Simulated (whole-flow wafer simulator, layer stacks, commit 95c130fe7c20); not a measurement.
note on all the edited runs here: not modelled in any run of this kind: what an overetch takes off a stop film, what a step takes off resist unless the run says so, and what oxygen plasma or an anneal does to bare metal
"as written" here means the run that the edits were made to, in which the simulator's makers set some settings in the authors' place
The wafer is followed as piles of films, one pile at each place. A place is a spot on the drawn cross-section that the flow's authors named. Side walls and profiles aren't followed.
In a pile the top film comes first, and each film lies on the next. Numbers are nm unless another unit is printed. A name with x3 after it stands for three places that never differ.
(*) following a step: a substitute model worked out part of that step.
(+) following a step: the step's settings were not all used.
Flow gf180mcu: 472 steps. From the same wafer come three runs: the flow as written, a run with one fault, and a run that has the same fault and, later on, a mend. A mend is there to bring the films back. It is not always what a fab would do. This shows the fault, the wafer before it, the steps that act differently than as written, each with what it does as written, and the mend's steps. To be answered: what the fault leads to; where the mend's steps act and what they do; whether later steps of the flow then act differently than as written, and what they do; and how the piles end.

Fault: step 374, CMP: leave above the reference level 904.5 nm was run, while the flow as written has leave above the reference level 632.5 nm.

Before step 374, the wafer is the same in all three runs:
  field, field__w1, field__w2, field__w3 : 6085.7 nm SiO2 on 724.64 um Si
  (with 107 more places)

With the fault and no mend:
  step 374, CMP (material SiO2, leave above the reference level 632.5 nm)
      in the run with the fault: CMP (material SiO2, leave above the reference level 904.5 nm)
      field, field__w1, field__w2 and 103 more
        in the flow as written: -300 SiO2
        in the run with the fault: -28 SiO2
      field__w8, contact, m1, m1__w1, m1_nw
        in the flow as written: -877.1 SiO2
        in the run with the fault: -605.1 SiO2
  Steps later in the flow that act otherwise than as written:
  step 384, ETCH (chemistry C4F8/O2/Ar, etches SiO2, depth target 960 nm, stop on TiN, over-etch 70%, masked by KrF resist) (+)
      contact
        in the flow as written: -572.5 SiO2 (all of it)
        in the run with the fault: -844.5 SiO2 (all of it)
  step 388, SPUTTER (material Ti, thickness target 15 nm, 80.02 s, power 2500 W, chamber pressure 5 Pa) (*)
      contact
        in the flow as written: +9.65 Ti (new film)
        in the run with the fault: +8.25 Ti (new film)
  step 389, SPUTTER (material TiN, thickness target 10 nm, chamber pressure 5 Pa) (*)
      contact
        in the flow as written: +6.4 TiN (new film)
        in the run with the fault: +5.46 TiN (new film)
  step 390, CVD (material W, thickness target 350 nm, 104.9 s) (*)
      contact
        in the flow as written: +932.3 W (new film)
        in the run with the fault: +1206.6 W (new film)
  At field, field__w1, field__w2 and 109 more, the piles at the end differ from the flow's by more than 2% or 0.5 nm, whichever is larger.
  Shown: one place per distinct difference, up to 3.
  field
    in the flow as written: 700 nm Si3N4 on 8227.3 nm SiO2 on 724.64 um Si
    in the run with the fault: 700 nm Si3N4 on 8499.3 nm SiO2 on 724.64 um Si
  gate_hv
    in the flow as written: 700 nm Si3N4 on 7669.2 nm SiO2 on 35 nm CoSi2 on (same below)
    in the run with the fault: 700 nm Si3N4 on 7941.2 nm SiO2 on 35 nm CoSi2 on (same below)
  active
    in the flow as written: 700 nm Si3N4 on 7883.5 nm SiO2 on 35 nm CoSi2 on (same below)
    in the run with the fault: 700 nm Si3N4 on 8155.5 nm SiO2 on 35 nm CoSi2 on (same below)

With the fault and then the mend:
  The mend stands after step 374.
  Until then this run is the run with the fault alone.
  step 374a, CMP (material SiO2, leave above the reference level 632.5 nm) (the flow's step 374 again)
      field, field__w1, field__w2 and 108 more
        -272 SiO2
  Later steps of the flow that are run all act as written at every place that is followed.
  By the end, the piles equal the flow's at every place that both follow.
